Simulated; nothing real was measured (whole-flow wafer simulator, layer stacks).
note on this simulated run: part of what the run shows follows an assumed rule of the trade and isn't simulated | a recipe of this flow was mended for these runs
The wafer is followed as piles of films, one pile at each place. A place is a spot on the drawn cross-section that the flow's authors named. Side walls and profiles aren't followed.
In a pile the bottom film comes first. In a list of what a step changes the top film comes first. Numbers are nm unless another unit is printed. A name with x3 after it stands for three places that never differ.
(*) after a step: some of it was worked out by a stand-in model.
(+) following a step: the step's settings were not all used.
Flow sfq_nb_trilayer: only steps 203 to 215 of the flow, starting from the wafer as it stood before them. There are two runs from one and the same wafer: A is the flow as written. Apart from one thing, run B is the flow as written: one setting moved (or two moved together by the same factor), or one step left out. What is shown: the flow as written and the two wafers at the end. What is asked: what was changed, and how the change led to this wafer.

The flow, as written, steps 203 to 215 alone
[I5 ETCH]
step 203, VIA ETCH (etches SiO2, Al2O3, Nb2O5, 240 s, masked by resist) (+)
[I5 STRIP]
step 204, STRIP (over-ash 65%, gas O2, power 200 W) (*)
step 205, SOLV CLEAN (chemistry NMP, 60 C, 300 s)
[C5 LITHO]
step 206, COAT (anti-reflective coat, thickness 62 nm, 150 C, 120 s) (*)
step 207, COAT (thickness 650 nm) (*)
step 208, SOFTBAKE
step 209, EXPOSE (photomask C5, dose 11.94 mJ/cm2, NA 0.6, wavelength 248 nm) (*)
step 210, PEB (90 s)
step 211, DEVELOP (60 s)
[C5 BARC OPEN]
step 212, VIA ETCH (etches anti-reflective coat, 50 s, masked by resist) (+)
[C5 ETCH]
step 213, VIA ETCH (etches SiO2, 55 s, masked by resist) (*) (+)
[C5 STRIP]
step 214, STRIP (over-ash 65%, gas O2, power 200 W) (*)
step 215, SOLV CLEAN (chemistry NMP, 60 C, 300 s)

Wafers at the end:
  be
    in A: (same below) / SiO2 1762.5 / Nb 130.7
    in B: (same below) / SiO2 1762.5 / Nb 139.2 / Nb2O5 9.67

What caused this: step 203, VIA ETCH: 165 s was run, while the flow as written has 240 s.

Step by step, how the change led to this:
  step 203, VIA ETCH (etches SiO2, Al2O3, Nb2O5, 240 s, masked by resist) (+)
      be: A SiO2 loses 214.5 (all of it), Al2O3 loses 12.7 (all of it), Nb2O5 loses 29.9 (all of it), Nb loses 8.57 | B SiO2 loses 214.5 (all of it), Al2O3 loses 12.7 (all of it), Nb2O5 loses 20.3
      field_l, v_sur, via_wl and 102 more: A KrF-resist-other-grade loses 240 | B KrF-resist-other-grade loses 165
  step 204, STRIP (over-ash 65%, gas O2, power 200 W) (*)
      p4_fl x5, p4_w1 x9, p3_s0 x9, l0r_line_l x3, l0r_space_c x19, m0r_space_l x2: A KrF-resist-other-grade loses 315.7 (all of it), anti-reflective coat loses 62 (all of it) | B KrF-resist-other-grade loses 390.7 (all of it), anti-reflective coat loses 62 (all of it)
      wl_b_sl, wl_b_m5, wl_b_sr and 14 more: A KrF-resist-other-grade loses 315.6 (all of it), anti-reflective coat loses 62 (all of it) | B KrF-resist-other-grade loses 390.6 (all of it), anti-reflective coat loses 62 (all of it)
      (and at 41 other places as well)
  step 206, COAT (anti-reflective coat, thickness 62 nm, 150 C, 120 s) (*)
      be: A anti-reflective coat gains 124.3 (new film) | B anti-reflective coat gains 121.6 (new film)
  step 214, STRIP (over-ash 65%, gas O2, power 200 W) (*)
      be: A KrF-resist-other-grade loses 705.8 (all of it), anti-reflective coat loses 124.3 (all of it) | B KrF-resist-other-grade loses 692.7 (all of it), anti-reflective coat loses 121.6 (all of it)
